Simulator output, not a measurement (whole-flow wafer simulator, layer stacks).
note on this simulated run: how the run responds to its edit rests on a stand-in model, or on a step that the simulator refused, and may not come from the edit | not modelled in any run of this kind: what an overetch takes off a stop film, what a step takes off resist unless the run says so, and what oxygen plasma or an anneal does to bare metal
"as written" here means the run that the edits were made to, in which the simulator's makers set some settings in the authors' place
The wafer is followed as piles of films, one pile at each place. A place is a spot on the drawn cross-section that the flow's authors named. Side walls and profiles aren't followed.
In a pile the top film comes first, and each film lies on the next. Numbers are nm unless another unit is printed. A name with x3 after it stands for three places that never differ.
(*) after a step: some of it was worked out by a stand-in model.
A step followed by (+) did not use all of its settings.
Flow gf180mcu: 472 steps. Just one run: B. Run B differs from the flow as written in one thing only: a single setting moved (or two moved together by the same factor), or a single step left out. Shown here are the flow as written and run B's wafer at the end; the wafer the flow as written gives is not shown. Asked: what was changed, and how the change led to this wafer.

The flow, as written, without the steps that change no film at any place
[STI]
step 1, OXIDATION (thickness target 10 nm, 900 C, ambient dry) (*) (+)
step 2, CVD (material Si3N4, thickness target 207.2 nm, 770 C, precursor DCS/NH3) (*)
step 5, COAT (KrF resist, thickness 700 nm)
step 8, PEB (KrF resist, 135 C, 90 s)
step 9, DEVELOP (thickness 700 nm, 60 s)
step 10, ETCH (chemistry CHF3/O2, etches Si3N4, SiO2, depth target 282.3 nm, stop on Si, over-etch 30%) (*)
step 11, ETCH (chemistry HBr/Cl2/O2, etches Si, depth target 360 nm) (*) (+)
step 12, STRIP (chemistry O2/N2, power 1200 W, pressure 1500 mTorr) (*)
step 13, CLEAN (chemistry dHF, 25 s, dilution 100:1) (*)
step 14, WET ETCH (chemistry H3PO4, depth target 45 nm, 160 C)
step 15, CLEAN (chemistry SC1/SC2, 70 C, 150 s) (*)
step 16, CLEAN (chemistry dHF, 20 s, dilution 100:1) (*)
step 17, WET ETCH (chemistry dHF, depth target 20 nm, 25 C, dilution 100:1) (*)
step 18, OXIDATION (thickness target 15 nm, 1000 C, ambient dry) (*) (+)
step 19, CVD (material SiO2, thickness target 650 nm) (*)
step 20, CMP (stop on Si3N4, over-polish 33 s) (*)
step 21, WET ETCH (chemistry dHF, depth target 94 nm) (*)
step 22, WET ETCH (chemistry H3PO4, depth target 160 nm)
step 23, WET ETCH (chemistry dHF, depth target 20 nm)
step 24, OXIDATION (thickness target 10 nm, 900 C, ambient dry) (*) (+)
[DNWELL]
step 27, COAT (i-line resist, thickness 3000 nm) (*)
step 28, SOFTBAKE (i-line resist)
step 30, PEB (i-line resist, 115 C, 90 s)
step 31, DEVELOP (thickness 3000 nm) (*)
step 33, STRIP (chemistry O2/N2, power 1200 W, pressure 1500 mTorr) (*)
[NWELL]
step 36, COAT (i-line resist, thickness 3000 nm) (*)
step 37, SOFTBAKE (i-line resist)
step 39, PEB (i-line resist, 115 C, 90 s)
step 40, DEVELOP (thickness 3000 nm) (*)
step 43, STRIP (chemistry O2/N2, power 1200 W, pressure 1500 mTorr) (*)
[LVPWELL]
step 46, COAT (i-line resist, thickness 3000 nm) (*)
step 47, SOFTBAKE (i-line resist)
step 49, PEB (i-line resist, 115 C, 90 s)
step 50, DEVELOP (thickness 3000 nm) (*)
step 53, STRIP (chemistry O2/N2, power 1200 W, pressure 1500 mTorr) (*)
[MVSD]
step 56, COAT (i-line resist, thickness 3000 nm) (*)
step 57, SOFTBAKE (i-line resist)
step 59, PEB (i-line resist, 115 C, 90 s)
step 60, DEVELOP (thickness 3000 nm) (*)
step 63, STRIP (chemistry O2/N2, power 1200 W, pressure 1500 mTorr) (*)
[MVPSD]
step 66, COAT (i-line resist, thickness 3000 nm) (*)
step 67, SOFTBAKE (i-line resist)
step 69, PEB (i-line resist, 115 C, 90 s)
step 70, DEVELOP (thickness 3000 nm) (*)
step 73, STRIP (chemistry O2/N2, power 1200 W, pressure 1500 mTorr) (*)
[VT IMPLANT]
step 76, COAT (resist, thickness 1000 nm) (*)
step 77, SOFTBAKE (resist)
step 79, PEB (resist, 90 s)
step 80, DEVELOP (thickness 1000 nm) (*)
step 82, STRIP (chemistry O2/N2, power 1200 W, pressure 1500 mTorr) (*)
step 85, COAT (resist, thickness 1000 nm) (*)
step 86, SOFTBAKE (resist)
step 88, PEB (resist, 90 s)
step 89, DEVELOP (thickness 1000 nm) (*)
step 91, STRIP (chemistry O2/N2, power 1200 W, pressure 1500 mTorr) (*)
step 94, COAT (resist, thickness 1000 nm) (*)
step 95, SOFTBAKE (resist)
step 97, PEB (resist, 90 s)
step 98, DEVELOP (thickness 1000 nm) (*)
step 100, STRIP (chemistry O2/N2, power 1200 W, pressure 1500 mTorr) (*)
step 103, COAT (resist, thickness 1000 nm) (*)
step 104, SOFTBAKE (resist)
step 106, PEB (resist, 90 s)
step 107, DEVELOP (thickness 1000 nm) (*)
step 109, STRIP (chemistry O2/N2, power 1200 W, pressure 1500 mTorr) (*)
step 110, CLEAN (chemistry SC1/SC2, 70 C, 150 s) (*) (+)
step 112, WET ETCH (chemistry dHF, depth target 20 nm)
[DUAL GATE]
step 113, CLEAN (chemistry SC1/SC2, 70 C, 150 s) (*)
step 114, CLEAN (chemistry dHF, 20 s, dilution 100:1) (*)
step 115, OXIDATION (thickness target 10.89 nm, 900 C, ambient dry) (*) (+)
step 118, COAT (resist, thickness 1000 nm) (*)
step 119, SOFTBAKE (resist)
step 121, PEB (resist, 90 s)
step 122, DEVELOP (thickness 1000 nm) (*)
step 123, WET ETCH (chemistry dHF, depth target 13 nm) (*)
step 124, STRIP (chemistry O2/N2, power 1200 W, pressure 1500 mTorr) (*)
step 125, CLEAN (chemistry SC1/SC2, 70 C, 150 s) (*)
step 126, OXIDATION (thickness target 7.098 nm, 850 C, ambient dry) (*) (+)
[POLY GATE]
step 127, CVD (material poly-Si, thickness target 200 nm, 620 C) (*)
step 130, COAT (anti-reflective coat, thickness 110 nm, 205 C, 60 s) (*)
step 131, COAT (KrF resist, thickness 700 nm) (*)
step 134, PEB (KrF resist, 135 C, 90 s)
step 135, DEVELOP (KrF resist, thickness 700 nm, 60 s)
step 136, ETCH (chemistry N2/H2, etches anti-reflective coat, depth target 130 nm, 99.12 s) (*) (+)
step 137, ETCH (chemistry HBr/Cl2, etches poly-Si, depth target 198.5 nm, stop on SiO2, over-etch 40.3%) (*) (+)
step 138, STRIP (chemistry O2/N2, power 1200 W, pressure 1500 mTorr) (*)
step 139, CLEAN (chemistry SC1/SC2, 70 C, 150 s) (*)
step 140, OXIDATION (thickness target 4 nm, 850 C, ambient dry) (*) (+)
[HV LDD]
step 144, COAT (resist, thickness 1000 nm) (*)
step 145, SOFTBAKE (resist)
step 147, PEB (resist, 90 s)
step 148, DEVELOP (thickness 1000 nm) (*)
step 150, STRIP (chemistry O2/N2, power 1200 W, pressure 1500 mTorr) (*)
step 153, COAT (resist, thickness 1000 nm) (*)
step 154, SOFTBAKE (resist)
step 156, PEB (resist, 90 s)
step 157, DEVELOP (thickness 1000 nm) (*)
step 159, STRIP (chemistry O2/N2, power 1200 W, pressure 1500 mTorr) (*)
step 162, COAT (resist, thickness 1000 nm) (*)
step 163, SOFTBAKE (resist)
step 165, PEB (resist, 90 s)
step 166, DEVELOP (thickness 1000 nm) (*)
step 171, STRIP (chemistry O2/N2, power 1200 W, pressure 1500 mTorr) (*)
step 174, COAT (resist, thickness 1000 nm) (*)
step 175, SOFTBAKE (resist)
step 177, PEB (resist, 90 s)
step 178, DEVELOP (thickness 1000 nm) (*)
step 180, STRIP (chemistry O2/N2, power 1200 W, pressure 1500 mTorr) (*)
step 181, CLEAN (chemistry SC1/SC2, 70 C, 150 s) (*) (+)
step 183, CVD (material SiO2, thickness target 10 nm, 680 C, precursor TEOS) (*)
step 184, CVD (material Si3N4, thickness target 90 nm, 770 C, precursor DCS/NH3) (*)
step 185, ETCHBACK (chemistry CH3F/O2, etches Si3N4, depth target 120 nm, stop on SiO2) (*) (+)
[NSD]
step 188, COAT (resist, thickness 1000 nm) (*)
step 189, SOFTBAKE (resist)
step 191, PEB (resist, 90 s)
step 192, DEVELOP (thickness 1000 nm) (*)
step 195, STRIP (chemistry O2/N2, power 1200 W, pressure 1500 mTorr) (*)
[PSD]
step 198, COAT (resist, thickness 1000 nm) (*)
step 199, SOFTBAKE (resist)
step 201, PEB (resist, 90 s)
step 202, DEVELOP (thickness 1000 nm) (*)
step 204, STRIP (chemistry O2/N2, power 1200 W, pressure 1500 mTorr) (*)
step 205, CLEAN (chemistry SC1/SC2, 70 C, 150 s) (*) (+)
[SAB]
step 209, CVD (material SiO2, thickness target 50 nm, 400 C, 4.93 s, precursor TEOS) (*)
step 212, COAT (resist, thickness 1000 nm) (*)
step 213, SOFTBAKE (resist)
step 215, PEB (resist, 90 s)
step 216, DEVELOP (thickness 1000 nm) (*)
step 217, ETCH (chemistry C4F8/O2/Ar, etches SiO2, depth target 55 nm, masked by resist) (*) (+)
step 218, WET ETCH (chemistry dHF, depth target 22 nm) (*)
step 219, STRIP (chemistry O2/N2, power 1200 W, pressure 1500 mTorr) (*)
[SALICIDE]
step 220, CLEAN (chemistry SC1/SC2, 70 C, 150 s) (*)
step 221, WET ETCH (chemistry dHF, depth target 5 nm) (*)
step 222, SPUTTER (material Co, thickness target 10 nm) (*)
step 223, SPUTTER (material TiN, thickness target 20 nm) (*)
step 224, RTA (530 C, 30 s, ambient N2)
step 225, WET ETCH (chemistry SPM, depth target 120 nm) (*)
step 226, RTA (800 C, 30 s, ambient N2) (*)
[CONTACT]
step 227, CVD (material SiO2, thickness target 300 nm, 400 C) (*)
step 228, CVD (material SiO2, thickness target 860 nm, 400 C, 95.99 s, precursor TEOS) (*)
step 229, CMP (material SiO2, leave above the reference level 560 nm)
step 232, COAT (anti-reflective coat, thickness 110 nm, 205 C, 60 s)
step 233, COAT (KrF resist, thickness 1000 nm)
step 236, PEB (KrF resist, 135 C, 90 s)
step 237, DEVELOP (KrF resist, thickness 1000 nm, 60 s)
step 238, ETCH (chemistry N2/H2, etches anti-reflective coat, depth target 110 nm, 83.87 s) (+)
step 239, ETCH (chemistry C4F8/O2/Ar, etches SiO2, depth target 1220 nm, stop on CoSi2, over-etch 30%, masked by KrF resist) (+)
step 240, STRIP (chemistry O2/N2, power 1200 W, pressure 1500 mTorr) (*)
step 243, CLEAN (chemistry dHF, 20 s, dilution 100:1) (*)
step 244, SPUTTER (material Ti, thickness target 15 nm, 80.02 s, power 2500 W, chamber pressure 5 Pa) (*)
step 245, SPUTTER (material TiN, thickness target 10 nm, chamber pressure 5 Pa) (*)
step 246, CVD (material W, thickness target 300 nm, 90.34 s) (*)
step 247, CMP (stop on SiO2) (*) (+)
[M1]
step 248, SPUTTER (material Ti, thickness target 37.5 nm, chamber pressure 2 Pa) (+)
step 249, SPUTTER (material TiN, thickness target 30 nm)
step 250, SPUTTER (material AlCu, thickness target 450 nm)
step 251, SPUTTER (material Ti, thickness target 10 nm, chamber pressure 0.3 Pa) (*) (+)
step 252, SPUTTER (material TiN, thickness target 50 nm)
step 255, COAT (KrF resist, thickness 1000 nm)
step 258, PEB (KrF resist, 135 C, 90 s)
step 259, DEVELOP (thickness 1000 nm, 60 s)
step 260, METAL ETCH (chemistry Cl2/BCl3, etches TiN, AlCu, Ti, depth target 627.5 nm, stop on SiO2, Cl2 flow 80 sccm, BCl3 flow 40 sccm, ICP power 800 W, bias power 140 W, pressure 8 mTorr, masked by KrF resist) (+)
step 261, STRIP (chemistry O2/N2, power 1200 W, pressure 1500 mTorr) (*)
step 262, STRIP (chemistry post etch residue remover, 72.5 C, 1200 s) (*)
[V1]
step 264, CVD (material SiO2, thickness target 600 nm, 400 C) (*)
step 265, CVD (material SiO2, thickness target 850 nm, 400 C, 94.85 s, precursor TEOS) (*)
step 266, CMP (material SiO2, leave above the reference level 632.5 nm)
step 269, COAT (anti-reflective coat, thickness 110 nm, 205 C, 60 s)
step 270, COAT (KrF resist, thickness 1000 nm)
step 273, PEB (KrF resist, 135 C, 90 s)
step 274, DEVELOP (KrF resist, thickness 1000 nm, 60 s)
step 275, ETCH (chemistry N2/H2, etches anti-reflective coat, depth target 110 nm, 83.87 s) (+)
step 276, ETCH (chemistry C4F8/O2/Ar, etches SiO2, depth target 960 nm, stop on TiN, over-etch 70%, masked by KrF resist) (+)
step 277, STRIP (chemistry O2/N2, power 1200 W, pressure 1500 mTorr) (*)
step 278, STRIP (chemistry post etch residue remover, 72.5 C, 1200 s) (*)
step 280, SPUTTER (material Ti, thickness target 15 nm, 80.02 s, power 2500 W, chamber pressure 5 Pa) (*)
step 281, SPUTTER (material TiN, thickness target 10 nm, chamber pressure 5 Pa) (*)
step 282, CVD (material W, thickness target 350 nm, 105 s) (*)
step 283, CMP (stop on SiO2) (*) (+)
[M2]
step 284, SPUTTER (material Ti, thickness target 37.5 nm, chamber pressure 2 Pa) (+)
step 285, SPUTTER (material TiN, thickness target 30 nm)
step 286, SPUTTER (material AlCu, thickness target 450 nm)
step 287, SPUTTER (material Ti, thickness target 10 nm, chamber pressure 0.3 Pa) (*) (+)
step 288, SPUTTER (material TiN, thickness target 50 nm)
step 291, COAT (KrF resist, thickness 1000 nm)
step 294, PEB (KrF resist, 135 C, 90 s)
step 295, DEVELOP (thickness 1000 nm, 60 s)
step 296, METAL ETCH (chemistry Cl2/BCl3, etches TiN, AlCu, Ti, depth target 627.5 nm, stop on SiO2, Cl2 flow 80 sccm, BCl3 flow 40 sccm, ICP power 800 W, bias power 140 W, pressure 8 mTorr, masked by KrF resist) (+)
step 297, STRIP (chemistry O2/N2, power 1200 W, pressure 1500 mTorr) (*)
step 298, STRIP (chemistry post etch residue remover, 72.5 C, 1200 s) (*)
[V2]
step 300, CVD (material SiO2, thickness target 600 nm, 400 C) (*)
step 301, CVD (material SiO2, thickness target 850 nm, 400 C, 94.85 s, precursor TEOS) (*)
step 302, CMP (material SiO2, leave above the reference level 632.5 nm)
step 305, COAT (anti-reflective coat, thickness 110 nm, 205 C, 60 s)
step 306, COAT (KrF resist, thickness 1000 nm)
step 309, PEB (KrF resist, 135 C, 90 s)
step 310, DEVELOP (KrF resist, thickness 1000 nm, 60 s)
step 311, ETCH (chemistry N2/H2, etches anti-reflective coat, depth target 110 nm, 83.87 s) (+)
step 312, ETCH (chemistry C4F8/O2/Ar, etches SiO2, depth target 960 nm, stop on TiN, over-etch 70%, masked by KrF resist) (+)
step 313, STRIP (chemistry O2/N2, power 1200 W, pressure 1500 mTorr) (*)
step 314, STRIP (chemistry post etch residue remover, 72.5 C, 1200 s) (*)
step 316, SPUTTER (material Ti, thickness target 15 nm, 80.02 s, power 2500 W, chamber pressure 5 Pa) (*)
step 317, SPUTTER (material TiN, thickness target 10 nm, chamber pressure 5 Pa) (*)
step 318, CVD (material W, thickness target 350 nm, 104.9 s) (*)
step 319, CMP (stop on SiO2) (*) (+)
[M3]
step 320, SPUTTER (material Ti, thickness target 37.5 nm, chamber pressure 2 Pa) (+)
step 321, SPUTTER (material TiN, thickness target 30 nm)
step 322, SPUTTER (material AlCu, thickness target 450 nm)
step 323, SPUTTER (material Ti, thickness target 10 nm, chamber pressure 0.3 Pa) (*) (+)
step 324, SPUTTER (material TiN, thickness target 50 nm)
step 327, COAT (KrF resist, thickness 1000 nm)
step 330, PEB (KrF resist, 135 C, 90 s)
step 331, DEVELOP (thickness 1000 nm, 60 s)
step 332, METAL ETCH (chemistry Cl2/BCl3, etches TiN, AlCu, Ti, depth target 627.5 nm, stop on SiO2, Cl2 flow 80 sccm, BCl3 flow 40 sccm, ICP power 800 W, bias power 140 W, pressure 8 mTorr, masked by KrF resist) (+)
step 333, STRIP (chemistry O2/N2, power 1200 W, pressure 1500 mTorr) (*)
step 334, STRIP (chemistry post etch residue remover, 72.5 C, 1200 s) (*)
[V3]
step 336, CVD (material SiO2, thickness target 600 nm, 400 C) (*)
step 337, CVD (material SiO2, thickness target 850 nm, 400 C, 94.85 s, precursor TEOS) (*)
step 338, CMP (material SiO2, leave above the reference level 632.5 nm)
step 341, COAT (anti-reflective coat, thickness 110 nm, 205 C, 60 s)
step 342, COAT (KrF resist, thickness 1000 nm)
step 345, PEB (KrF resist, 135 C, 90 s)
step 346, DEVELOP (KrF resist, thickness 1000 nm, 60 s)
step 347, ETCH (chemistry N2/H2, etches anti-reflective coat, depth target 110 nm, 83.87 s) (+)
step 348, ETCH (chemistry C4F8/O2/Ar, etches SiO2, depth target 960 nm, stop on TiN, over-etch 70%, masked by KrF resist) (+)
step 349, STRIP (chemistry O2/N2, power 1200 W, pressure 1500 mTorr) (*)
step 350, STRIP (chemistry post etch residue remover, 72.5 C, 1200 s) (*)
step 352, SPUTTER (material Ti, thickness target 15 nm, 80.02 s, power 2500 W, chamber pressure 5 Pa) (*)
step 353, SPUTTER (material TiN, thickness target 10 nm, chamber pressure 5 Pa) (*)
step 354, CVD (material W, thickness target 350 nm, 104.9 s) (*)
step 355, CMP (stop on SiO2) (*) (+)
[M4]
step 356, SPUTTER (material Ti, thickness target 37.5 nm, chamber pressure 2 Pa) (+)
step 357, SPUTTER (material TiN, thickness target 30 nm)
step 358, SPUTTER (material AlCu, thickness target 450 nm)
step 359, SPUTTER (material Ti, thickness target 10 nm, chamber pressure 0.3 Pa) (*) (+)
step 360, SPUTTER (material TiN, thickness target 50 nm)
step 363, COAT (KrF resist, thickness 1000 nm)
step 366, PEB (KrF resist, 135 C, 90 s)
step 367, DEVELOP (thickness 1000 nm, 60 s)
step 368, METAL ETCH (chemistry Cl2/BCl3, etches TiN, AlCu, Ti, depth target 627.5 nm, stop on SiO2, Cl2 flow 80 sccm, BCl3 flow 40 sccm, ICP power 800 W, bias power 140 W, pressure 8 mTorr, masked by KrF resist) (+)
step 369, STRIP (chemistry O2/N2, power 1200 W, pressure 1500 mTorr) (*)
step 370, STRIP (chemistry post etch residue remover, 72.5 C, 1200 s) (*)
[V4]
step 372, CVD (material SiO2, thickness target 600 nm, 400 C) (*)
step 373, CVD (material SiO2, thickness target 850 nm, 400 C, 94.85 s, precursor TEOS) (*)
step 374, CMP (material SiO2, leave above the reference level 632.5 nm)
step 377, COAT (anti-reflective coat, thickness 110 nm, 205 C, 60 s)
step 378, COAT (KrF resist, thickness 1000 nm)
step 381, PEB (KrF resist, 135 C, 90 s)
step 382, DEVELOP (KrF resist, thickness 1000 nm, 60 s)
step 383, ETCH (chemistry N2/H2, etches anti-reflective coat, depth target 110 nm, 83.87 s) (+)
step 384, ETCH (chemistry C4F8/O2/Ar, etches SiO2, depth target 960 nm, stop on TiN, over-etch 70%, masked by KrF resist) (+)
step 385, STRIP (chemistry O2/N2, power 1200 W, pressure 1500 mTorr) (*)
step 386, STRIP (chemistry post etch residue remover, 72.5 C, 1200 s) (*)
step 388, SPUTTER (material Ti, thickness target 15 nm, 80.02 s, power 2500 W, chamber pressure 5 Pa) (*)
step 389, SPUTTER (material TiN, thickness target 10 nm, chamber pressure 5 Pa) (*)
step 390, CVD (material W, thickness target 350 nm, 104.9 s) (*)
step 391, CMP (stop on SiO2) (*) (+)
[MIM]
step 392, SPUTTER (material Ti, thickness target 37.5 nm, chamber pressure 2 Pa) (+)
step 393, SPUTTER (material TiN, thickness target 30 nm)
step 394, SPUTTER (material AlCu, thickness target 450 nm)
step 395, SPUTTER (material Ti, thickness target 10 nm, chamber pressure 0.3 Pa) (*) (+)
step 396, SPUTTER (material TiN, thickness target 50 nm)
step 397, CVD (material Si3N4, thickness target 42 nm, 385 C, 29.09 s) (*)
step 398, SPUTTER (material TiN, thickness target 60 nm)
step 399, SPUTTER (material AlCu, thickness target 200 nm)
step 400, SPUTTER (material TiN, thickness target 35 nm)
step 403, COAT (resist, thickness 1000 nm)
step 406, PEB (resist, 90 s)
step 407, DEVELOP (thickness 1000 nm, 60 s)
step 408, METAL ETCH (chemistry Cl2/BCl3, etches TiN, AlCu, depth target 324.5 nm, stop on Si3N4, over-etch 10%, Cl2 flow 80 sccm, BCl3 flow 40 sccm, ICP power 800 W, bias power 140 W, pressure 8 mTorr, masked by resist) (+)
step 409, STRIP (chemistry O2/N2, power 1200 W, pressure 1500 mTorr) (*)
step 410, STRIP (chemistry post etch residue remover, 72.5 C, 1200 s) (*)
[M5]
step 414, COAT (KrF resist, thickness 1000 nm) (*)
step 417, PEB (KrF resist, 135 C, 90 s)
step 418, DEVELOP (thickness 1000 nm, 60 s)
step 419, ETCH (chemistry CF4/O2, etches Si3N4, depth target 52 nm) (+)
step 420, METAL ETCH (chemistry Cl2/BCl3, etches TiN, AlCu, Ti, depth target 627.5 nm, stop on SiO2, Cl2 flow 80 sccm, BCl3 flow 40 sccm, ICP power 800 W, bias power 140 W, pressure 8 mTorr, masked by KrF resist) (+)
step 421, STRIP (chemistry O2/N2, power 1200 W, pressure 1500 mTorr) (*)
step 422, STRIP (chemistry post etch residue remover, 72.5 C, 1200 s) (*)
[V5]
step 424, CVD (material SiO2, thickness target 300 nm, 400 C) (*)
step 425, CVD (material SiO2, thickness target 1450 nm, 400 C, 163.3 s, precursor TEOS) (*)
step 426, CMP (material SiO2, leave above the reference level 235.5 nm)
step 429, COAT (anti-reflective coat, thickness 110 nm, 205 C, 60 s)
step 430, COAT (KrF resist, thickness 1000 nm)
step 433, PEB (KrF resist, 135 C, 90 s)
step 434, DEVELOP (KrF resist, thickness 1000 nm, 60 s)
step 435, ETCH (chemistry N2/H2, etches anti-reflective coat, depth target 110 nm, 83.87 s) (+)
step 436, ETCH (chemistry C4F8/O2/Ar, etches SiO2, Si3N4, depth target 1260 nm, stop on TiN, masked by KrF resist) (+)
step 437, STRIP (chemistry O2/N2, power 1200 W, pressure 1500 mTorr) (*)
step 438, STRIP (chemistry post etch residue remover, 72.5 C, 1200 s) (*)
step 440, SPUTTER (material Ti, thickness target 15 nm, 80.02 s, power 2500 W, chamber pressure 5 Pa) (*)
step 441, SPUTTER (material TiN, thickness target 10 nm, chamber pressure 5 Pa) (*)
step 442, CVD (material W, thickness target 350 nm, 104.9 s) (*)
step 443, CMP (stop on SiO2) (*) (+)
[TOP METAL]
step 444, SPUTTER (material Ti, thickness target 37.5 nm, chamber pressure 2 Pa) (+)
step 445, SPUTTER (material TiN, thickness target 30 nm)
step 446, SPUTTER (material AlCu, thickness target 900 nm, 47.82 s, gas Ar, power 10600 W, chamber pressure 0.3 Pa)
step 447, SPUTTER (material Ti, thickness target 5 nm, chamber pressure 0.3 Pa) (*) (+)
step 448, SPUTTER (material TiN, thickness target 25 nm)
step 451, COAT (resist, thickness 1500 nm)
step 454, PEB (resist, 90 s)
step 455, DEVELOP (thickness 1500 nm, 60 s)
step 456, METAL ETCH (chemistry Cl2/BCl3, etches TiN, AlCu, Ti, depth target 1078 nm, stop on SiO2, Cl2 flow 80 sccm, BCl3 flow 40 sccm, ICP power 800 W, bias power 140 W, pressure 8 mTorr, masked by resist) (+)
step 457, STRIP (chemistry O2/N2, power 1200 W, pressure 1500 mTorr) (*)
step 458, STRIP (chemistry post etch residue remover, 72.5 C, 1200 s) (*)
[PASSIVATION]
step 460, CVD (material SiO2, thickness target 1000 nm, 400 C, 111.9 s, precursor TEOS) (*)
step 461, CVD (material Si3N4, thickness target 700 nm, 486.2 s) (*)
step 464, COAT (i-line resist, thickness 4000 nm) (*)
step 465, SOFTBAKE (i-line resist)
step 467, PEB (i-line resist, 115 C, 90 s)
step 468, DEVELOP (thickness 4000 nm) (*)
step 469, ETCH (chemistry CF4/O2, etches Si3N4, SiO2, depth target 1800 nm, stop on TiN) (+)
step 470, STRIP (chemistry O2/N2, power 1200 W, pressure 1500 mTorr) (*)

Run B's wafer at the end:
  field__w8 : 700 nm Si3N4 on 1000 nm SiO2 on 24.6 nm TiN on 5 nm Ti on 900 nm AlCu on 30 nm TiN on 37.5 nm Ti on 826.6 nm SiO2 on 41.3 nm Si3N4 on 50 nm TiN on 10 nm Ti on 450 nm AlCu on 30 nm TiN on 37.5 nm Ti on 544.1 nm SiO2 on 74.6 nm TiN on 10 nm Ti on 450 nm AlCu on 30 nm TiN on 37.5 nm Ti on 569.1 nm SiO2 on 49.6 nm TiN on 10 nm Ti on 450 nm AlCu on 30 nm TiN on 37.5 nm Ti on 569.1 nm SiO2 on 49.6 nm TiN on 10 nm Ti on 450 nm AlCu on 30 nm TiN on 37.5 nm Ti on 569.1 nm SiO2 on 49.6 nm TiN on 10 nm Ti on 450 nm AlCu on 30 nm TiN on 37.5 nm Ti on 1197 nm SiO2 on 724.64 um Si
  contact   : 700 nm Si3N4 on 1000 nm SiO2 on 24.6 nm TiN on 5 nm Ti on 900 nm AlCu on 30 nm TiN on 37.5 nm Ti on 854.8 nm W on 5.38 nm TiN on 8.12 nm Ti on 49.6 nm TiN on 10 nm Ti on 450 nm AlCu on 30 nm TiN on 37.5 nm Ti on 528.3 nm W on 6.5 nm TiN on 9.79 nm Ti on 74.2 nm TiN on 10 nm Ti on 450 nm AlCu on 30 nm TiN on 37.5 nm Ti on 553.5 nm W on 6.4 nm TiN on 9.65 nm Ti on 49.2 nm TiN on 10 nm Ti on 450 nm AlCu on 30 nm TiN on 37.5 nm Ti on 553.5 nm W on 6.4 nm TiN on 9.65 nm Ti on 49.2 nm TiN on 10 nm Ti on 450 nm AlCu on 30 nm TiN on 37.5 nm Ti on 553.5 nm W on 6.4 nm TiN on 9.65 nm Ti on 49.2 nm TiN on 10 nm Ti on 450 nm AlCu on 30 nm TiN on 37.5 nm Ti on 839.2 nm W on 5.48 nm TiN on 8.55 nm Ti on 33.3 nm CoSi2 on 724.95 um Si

Cause: step 360, SPUTTER: thickness target 75 nm was run, whereas the flow has thickness target 50 nm.

How this came from the change, step by step:
  step 360, SPUTTER (material TiN, thickness target 50 nm)
      field, field__w1, field__w2 and 108 more: +75 TiN (new film) (it would be, as written: +50 TiN (new film))
  step 368, METAL ETCH (chemistry Cl2/BCl3, etches TiN, AlCu, Ti, depth target 627.5 nm, stop on SiO2, Cl2 flow 80 sccm, BCl3 flow 40 sccm, ICP power 800 W, bias power 140 W, pressure 8 mTorr, masked by KrF resist) (+)
      field, field__w1, field__w2 and 103 more: -75 TiN (all of it), -10 Ti (all of it), -450 AlCu (all of it), -30 TiN (all of it), -37.5 Ti (all of it) (it would be, as written: -50 TiN (all of it), -10 Ti (all of it), -450 AlCu (all of it), -30 TiN (all of it), -37.5 Ti (all of it))
  step 374, CMP (material SiO2, leave above the reference level 632.5 nm)
      field__w8, contact, m1, m1__w1, m1_nw: -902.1 SiO2 (it would be, as written: -877.1 SiO2)
  step 384, ETCH (chemistry C4F8/O2/Ar, etches SiO2, depth target 960 nm, stop on TiN, over-etch 70%, masked by KrF resist) (+)
      field, field__w1, field__w2 and 107 more: -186 KrF resist (it would be, as written: -192 KrF resist)
      contact: -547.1 SiO2 (all of it) (it would be, as written: -572.1 SiO2 (all of it))
  step 390, CVD (material W, thickness target 350 nm, 104.9 s) (*)
      contact: +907 W (new film) (it would be, as written: +932.3 W (new film))
